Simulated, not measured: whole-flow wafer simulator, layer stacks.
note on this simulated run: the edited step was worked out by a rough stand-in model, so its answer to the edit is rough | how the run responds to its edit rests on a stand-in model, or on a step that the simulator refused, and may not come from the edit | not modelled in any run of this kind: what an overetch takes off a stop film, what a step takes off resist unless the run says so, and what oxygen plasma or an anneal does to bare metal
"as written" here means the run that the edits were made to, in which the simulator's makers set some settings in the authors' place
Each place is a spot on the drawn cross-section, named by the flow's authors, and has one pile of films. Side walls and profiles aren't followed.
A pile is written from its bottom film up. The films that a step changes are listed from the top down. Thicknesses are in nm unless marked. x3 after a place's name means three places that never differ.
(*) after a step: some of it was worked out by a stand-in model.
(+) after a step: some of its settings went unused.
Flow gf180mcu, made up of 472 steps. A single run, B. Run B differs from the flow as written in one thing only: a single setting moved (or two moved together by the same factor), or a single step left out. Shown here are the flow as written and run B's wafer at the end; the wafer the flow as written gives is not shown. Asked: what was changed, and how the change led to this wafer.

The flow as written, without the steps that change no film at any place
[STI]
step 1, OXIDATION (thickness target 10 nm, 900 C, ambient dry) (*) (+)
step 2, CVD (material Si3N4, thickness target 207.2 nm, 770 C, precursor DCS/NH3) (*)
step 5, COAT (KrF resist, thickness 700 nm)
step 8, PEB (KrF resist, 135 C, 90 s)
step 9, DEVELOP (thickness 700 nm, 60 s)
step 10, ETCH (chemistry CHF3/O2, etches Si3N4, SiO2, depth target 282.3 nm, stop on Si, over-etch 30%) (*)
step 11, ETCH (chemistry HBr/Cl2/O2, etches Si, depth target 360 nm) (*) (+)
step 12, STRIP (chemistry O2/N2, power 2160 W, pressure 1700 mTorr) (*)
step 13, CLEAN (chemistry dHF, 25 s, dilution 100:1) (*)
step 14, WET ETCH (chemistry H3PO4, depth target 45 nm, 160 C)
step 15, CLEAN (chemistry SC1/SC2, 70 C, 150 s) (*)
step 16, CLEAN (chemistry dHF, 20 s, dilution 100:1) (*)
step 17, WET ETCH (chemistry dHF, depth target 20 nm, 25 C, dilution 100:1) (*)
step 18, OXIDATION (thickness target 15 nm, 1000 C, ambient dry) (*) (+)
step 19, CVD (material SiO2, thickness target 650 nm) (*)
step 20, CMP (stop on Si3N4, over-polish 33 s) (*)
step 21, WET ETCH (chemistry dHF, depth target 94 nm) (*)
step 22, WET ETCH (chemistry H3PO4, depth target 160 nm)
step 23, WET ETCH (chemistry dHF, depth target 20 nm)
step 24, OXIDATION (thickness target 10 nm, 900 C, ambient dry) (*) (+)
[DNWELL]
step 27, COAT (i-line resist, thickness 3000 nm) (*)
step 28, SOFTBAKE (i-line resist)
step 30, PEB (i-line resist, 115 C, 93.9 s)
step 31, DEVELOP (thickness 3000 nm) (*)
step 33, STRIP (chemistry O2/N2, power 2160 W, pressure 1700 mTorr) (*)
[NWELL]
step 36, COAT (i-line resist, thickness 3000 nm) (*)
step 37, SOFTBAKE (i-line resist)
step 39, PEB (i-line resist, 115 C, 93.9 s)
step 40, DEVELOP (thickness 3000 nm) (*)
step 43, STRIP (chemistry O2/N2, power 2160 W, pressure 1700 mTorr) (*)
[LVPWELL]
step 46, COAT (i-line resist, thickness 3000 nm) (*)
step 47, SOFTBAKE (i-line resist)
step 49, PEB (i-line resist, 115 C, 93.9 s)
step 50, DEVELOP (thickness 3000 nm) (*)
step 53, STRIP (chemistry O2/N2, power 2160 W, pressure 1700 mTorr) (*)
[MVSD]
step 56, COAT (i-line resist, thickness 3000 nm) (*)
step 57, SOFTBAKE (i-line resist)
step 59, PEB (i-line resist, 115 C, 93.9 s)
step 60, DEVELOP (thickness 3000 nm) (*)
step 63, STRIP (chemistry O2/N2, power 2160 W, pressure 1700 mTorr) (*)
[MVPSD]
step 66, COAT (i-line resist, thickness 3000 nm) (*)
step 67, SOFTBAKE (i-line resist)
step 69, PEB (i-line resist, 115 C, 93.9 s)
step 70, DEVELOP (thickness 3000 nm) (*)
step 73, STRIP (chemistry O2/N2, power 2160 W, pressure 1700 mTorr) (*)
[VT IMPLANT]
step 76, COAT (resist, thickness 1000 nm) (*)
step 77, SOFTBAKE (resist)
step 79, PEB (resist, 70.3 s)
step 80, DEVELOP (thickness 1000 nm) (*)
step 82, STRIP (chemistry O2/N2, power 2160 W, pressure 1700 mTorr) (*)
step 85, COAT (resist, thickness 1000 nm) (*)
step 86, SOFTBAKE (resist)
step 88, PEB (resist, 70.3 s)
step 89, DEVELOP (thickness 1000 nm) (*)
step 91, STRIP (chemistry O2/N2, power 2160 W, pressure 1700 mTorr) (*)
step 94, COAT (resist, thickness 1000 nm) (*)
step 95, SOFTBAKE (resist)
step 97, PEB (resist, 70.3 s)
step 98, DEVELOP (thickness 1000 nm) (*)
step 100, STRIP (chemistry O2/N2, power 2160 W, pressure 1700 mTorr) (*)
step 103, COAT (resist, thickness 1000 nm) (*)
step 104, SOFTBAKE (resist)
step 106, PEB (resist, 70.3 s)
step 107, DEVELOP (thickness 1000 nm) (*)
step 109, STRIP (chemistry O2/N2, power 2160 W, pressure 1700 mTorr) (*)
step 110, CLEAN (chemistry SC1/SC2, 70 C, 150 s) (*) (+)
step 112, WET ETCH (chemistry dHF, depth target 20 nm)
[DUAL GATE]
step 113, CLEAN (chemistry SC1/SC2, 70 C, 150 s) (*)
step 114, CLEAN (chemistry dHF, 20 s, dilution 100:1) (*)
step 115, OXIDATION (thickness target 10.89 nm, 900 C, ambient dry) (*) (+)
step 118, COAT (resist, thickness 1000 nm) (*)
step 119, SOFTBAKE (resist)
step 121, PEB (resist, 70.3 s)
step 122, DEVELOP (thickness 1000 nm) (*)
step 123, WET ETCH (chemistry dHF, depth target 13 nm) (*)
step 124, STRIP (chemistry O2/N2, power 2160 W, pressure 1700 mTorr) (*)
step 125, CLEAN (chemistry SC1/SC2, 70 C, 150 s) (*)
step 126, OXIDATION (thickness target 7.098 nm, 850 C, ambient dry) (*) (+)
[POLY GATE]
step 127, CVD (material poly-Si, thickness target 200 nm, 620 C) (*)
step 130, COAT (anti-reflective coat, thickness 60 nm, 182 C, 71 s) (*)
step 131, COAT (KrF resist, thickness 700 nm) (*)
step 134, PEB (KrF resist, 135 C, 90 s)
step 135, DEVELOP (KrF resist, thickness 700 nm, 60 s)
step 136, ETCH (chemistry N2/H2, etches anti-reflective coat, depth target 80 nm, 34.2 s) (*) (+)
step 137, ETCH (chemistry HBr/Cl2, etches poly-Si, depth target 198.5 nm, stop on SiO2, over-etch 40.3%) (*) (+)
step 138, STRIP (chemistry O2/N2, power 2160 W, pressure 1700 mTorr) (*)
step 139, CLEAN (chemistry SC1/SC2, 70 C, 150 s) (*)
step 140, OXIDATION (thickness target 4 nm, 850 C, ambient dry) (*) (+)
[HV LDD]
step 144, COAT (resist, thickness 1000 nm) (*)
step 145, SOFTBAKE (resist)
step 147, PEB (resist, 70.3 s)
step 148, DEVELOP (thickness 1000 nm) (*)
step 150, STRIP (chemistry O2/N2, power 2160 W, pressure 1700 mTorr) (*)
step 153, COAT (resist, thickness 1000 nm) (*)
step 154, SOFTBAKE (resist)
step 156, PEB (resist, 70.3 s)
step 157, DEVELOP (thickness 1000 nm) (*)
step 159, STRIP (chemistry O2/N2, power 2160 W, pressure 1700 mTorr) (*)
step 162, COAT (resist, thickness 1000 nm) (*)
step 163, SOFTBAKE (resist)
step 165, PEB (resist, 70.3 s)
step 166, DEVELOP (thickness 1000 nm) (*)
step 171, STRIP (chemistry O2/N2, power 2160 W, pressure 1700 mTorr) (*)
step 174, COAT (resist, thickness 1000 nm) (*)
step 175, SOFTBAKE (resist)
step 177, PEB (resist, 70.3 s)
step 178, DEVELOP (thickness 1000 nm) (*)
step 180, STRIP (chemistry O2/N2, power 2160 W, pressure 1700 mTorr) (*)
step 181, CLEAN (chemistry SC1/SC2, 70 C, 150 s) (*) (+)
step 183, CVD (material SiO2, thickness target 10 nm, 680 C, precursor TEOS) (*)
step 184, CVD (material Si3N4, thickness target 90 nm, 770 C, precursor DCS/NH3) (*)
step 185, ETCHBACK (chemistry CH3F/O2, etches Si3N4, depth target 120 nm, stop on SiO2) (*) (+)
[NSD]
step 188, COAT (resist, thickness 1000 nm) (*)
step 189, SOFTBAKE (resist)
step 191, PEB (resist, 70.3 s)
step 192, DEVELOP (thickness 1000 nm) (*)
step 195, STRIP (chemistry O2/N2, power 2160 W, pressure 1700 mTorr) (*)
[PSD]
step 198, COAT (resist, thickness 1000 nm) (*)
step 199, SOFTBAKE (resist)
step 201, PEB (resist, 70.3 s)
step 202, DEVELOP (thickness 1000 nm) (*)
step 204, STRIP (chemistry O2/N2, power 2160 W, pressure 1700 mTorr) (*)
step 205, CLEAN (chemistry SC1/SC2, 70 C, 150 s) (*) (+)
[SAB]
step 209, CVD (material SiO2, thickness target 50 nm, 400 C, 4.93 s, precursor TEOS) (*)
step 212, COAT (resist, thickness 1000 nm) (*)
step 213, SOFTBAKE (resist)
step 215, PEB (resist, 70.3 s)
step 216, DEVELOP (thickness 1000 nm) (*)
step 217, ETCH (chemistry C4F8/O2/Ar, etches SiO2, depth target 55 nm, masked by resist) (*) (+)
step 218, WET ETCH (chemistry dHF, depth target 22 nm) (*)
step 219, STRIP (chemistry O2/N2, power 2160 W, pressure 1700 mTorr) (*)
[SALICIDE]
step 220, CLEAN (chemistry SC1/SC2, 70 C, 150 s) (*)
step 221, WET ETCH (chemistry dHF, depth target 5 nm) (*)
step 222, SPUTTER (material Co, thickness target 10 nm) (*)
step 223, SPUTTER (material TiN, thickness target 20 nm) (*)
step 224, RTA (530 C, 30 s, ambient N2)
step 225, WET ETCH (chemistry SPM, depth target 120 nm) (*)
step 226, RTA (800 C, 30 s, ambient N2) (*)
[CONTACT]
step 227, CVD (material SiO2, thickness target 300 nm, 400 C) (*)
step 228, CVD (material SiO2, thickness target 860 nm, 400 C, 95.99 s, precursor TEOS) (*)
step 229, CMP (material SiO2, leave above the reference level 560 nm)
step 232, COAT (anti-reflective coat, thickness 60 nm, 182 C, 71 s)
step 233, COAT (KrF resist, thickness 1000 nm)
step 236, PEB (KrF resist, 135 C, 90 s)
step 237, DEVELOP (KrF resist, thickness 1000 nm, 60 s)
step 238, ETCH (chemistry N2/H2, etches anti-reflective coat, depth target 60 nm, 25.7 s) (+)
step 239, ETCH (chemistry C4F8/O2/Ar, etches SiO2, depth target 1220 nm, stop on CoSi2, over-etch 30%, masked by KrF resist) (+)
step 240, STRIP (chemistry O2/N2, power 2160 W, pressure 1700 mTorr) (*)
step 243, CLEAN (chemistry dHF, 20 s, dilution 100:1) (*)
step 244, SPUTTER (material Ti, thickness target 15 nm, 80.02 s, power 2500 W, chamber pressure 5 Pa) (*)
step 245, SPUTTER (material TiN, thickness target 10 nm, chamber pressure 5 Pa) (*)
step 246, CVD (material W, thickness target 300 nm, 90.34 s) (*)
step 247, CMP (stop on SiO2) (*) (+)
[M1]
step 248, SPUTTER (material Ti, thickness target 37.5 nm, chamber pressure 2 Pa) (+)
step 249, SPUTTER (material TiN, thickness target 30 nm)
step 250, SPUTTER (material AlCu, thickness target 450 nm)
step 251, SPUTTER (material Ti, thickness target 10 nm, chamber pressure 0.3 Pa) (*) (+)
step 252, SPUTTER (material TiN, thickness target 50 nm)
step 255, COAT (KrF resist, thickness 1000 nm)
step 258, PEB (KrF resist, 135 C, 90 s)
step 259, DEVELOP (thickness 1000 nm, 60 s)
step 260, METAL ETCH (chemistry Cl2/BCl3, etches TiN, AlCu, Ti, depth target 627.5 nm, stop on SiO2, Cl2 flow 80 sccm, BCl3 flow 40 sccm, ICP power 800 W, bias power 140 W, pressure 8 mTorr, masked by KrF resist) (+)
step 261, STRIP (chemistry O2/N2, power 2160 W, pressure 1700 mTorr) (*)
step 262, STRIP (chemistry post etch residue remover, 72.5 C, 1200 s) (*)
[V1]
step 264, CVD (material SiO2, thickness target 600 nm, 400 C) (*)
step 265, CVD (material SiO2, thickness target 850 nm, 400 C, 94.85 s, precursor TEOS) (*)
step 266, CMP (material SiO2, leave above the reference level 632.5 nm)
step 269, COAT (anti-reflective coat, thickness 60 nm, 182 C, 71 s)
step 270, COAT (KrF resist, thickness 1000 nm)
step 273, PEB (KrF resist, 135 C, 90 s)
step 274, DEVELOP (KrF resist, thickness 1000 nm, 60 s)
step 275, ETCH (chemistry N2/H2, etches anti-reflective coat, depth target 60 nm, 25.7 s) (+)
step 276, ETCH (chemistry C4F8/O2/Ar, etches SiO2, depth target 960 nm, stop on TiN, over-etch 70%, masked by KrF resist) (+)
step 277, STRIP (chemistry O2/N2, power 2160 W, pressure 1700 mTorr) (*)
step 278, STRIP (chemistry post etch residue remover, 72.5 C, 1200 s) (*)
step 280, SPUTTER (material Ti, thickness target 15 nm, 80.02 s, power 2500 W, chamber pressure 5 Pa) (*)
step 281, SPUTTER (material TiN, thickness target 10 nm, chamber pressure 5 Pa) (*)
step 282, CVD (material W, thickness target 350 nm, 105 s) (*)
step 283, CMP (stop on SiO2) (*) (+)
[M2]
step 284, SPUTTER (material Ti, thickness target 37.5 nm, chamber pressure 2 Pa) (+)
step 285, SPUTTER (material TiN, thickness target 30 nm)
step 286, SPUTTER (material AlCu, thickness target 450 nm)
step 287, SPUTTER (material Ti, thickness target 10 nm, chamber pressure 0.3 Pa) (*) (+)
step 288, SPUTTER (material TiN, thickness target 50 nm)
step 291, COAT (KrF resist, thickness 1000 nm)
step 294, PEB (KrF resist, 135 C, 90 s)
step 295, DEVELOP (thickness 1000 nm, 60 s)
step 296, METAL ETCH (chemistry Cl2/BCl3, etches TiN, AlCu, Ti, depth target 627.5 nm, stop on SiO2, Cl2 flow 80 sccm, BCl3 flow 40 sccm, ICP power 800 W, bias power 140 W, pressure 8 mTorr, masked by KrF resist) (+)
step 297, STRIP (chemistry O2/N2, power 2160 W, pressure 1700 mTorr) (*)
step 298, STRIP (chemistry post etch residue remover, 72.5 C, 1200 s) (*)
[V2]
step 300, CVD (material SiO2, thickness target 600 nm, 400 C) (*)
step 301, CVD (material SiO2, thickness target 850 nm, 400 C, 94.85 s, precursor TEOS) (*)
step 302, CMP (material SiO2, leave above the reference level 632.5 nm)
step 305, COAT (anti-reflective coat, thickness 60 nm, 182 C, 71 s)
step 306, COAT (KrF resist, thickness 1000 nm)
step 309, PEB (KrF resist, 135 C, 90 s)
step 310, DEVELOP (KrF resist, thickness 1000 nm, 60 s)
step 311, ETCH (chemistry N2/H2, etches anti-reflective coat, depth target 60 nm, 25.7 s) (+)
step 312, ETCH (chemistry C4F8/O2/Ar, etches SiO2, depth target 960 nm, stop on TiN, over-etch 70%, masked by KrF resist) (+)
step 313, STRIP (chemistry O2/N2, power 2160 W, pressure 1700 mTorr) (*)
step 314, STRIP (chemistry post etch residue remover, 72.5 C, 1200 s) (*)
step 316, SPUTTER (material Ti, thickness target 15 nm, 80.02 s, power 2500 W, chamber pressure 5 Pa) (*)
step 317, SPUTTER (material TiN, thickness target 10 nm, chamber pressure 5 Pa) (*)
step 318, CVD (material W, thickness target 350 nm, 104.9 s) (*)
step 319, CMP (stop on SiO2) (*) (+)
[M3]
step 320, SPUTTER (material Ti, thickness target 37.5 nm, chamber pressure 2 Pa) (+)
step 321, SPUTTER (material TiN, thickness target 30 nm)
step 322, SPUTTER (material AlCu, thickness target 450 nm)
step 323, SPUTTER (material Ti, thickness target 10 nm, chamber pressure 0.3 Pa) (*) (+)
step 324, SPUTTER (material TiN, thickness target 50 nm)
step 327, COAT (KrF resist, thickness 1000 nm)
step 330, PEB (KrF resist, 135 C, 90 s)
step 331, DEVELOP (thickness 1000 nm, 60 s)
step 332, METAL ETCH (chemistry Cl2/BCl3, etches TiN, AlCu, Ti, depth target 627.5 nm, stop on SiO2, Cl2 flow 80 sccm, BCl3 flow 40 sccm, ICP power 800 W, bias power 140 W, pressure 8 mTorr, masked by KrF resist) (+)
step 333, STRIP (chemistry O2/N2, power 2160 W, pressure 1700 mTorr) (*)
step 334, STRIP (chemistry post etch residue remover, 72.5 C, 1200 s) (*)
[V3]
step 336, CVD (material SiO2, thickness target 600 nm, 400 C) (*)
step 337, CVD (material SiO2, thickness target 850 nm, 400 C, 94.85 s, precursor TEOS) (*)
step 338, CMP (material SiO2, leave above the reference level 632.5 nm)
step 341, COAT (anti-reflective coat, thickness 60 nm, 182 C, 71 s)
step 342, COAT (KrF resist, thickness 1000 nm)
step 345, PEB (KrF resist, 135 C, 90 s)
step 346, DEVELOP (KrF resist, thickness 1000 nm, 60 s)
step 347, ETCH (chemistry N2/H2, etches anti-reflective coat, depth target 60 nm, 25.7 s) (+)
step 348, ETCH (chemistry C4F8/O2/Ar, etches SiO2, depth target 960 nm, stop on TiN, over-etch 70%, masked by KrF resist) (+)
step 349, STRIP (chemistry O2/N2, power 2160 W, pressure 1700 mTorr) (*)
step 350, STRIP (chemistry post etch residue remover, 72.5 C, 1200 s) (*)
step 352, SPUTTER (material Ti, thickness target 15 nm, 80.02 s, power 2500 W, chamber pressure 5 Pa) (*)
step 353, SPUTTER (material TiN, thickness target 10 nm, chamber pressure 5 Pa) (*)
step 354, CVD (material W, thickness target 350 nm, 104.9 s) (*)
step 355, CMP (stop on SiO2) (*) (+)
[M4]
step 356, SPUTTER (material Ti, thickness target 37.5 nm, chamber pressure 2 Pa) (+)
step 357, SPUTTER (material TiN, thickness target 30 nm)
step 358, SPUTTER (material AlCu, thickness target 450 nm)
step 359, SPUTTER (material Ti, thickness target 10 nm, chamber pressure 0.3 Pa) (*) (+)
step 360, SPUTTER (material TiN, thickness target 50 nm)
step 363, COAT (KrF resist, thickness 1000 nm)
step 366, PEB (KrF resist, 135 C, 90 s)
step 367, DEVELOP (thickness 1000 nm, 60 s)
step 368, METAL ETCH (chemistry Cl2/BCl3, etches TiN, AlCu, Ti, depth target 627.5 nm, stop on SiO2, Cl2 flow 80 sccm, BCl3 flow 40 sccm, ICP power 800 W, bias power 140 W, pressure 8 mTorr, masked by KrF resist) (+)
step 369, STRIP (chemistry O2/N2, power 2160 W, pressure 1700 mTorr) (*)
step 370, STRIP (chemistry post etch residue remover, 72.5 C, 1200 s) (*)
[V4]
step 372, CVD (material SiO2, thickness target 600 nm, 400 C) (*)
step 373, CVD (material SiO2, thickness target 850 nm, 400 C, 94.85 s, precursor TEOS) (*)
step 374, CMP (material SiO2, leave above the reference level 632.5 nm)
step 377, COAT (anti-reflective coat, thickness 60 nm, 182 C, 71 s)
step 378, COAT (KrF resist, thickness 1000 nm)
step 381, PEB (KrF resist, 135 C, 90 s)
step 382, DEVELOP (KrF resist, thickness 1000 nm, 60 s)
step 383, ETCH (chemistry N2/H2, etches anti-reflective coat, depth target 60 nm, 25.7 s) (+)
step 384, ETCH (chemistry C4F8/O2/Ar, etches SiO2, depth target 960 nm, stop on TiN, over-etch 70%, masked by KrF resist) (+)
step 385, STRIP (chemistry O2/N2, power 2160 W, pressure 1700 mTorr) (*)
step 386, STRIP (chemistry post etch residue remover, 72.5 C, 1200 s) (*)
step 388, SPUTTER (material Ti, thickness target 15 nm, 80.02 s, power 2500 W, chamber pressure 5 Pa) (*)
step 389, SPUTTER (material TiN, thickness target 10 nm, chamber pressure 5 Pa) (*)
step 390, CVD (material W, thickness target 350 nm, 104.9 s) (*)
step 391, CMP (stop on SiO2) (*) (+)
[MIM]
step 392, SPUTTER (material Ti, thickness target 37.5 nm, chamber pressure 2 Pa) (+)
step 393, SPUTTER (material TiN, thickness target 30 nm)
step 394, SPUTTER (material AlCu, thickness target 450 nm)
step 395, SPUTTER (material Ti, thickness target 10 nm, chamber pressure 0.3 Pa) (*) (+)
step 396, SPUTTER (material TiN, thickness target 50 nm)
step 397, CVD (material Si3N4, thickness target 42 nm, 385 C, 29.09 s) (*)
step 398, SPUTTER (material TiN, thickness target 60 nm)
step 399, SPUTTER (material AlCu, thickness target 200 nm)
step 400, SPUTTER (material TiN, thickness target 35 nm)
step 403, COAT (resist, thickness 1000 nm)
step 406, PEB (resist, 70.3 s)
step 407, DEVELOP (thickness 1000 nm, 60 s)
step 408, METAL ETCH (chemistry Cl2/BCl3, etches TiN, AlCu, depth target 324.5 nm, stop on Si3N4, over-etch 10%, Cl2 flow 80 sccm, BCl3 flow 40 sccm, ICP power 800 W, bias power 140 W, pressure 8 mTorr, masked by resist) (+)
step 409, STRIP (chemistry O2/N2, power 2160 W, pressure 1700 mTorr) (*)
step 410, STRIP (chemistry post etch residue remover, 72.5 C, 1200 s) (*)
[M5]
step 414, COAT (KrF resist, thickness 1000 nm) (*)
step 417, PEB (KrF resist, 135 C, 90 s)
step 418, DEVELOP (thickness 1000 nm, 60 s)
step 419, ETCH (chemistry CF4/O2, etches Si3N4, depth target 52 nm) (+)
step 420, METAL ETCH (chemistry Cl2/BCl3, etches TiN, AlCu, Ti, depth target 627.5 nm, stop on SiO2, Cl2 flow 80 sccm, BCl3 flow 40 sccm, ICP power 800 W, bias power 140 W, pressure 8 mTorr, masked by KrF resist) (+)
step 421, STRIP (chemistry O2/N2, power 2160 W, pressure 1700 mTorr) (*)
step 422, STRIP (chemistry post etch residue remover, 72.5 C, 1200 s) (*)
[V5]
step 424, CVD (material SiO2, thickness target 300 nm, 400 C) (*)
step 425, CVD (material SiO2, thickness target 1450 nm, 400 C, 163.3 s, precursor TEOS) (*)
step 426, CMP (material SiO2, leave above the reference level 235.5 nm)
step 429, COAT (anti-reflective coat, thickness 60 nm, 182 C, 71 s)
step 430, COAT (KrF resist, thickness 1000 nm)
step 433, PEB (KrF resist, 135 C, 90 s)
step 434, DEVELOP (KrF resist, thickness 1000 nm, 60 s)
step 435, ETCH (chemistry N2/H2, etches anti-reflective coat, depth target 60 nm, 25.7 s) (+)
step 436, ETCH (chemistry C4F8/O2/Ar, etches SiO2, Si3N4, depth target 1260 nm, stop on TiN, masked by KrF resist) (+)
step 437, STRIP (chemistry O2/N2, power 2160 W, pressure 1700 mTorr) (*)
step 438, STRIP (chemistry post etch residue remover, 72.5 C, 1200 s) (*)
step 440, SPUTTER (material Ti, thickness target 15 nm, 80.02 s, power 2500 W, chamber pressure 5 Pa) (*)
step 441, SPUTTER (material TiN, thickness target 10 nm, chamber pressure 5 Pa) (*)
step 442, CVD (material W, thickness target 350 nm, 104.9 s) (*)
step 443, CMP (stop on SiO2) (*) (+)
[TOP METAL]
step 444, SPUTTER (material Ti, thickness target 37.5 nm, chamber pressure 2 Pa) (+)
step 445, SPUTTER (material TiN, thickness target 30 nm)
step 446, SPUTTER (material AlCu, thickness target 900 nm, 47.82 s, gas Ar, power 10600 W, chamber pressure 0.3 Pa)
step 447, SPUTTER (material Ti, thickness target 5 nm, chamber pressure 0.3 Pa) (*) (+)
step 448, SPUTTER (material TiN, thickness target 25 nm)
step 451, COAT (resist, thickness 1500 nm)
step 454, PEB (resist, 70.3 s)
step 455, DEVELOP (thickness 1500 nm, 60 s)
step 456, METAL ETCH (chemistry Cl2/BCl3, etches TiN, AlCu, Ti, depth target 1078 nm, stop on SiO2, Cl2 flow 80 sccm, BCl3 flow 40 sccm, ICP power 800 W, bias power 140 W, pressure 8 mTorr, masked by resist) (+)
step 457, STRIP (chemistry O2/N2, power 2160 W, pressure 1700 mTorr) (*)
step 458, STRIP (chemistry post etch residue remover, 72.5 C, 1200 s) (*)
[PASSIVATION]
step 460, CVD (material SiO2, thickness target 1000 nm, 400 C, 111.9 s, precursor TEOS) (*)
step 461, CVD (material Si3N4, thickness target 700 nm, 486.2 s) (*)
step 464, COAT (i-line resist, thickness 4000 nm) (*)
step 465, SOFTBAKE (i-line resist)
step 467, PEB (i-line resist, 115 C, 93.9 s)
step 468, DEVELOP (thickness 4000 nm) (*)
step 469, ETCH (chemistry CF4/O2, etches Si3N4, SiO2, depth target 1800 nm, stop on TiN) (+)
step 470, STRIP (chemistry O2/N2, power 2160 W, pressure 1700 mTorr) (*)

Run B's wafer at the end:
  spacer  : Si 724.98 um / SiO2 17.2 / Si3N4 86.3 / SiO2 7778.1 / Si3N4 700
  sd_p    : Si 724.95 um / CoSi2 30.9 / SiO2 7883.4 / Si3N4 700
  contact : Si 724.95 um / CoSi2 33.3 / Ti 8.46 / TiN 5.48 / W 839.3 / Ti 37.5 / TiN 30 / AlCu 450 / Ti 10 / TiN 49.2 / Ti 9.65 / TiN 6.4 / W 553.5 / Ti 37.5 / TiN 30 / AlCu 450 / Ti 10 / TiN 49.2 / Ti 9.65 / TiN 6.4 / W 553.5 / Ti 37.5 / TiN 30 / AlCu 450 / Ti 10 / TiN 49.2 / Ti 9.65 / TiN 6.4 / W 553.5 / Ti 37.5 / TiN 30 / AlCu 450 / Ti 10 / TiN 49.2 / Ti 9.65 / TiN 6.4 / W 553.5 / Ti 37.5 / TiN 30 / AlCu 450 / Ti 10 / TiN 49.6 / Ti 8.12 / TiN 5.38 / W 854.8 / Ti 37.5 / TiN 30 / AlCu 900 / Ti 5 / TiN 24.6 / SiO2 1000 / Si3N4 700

The reason: step 209, CVD: thickness target 67.5 nm was run, while the flow as written has thickness target 50 nm; step 209, CVD: 6.656 s was run, where the flow has 4.93 s.

The path from the change to this, step by step:
  step 209, CVD (material SiO2, thickness target 50 nm, 400 C, 4.93 s, precursor TEOS) (*)
      field, field__w7, field__w8 and 73 more: SiO2 gains 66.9 (as written it would have been: SiO2 gains 50)
      field_sub__w1, field_sub__w3, field_sub__w4, field_sub__w5, ld_drift_n, nplus_u: SiO2 gains 65.5 (as written it would have been: SiO2 gains 48.9)
      (as well as at 27 more places)
  step 217, ETCH (chemistry C4F8/O2/Ar, etches SiO2, depth target 55 nm, masked by resist) (*) (+)
      spacer: SiO2 loses 55 (as written it would have been: SiO2 loses 50 (all of it), Si3N4 loses 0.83)
  step 218, WET ETCH (chemistry dHF, depth target 22 nm) (*)
      spacer: SiO2 loses 11.9 (all of it), Si3N4 loses 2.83 (as written it would have been: Si3N4 loses 2.46)
      gate, gate_hv, gate_p and 23 more: SiO2 loses 22.4 (all of it) (as written it would have been: SiO2 loses 5.48 (all of it))
      (as well as at 73 more places)
  step 223, SPUTTER (material TiN, thickness target 20 nm) (*)
      field__w12: TiN gains 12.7 (new film) (as written it would have been: TiN gains 12 (new film))
      ld_sd_n: TiN gains 16.1 (new film) (as written it would have been: TiN gains 15.5 (new film))
  step 225, WET ETCH (chemistry SPM, depth target 120 nm) (*)
      field__w12: TiN loses 12.7 (all of it), Co loses 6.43 (all of it) (as written it would have been: TiN loses 12 (all of it), Co loses 6.15 (all of it))
      ld_sd_n: TiN loses 16.1 (all of it) (as written it would have been: TiN loses 15.5 (all of it))
  step 226, RTA (800 C, 30 s, ambient N2) (*)
      sd_p: CoSi2 gains 30.9 (new film), CoSi loses 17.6 (all of it), Si loses 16 (as written it would have been: CoSi2 gains 31.8 (new film), CoSi loses 18.1 (all of it), Si loses 16.5)
  step 229, CMP (material SiO2, leave above the reference level 560 nm)
      ldn_sep__w1, ldn_sep__w2, ldn_dft and 8 more: SiO2 loses 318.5 (as written it would have been: SiO2 loses 311)
      sti, mim_1p0, pad, dice_street, iso_nw_fld, iso_fld_sub: SiO2 loses 304.3 (as written it would have been: SiO2 loses 296.8)
      (as well as at 43 more places)
